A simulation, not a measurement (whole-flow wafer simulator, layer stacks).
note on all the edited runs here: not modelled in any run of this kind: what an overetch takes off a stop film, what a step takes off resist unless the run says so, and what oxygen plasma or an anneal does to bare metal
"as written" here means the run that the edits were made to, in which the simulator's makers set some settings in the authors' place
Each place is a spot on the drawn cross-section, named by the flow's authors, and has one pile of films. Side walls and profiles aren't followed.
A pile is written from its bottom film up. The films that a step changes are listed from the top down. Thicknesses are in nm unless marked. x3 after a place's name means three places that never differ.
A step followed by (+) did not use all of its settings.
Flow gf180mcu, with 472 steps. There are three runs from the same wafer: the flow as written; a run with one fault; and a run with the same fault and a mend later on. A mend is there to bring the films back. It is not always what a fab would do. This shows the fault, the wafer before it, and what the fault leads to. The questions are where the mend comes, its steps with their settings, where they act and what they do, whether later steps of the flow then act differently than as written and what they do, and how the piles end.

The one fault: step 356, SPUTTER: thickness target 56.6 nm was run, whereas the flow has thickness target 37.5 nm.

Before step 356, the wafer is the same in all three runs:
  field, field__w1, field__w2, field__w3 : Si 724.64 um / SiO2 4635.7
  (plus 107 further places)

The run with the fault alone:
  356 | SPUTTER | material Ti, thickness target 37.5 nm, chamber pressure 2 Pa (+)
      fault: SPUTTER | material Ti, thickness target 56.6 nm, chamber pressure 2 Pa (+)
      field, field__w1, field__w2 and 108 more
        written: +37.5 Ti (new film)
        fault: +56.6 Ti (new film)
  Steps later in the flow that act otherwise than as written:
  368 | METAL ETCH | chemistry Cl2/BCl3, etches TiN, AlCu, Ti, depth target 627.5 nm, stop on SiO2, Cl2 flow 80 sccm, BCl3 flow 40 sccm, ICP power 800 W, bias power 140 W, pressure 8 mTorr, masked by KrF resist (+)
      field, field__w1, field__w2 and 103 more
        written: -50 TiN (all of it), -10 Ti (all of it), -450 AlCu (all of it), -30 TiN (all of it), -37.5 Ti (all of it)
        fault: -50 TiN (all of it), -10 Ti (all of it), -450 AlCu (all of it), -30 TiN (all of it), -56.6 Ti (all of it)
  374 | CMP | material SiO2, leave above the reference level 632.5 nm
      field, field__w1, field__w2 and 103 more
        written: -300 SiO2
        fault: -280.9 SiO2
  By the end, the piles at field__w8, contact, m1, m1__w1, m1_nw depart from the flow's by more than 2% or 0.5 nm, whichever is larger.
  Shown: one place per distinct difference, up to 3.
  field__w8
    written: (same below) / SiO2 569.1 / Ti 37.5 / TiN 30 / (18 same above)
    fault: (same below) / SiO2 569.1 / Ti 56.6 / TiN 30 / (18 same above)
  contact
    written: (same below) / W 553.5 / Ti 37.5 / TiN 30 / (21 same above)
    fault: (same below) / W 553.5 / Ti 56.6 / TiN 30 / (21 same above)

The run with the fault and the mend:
  After step 356 comes the mend.
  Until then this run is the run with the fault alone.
  356a | METAL ETCH | chemistry Cl2/BCl3, etches TiN, AlCu, Ti, depth target 19.1 nm, Cl2 flow 80 sccm, BCl3 flow 40 sccm, ICP power 800 W, bias power 140 W, pressure 8 mTorr (the flow's step 260 again, with other settings)
      field, field__w1, field__w2 and 108 more
        -19.1 Ti
  None of the later steps of the flow acts differently than as written at any place that is followed.
  At every place that both follow, the piles at the end match the flow's.
